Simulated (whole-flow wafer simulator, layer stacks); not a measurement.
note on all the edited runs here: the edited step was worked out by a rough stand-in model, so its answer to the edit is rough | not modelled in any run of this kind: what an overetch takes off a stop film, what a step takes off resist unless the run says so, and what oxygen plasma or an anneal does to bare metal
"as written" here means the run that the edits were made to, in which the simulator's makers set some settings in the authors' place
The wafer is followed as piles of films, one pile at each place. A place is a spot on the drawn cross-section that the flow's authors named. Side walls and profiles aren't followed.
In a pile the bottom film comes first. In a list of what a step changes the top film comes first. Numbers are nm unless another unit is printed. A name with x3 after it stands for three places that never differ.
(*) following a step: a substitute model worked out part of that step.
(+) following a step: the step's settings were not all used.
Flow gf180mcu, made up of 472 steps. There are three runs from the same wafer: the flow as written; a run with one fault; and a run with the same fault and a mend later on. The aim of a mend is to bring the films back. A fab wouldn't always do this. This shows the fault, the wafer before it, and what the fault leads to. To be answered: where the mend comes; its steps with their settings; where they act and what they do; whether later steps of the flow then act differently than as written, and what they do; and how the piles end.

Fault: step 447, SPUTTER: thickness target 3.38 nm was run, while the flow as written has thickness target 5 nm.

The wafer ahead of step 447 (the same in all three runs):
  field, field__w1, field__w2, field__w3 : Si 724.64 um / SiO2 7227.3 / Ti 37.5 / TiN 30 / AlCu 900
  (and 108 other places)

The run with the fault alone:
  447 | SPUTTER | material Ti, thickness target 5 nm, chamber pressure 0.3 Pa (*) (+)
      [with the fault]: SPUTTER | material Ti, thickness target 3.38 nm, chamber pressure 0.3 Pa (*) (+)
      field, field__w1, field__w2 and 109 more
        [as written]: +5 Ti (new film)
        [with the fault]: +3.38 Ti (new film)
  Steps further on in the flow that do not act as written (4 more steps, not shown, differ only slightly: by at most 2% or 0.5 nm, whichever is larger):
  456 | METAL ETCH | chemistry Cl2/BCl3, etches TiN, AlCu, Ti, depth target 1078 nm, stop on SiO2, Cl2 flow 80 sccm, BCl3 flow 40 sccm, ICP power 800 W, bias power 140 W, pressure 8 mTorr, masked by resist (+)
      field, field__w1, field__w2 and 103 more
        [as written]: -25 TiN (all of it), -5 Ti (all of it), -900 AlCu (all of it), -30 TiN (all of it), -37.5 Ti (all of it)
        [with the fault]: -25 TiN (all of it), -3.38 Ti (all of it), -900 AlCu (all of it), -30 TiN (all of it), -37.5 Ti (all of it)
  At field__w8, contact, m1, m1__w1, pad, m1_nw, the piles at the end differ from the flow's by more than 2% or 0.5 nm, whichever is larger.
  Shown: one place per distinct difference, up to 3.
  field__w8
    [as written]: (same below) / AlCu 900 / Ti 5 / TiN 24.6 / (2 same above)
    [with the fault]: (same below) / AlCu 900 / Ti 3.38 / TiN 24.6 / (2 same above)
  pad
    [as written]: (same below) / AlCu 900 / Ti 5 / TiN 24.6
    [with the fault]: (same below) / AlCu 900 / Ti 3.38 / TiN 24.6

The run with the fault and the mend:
  The mend stands after step 447.
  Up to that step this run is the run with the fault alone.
  447a | SPUTTER | material Ti, thickness target 1.62 nm, chamber pressure 0.3 Pa (*) (+) (the flow's step 447 again, with other settings)
      field, field__w1, field__w2 and 109 more
        +1.62 Ti
  Later steps of the flow that are run all act as written at every place that is followed.
  At every place that both follow, the piles at the end match the flow's.
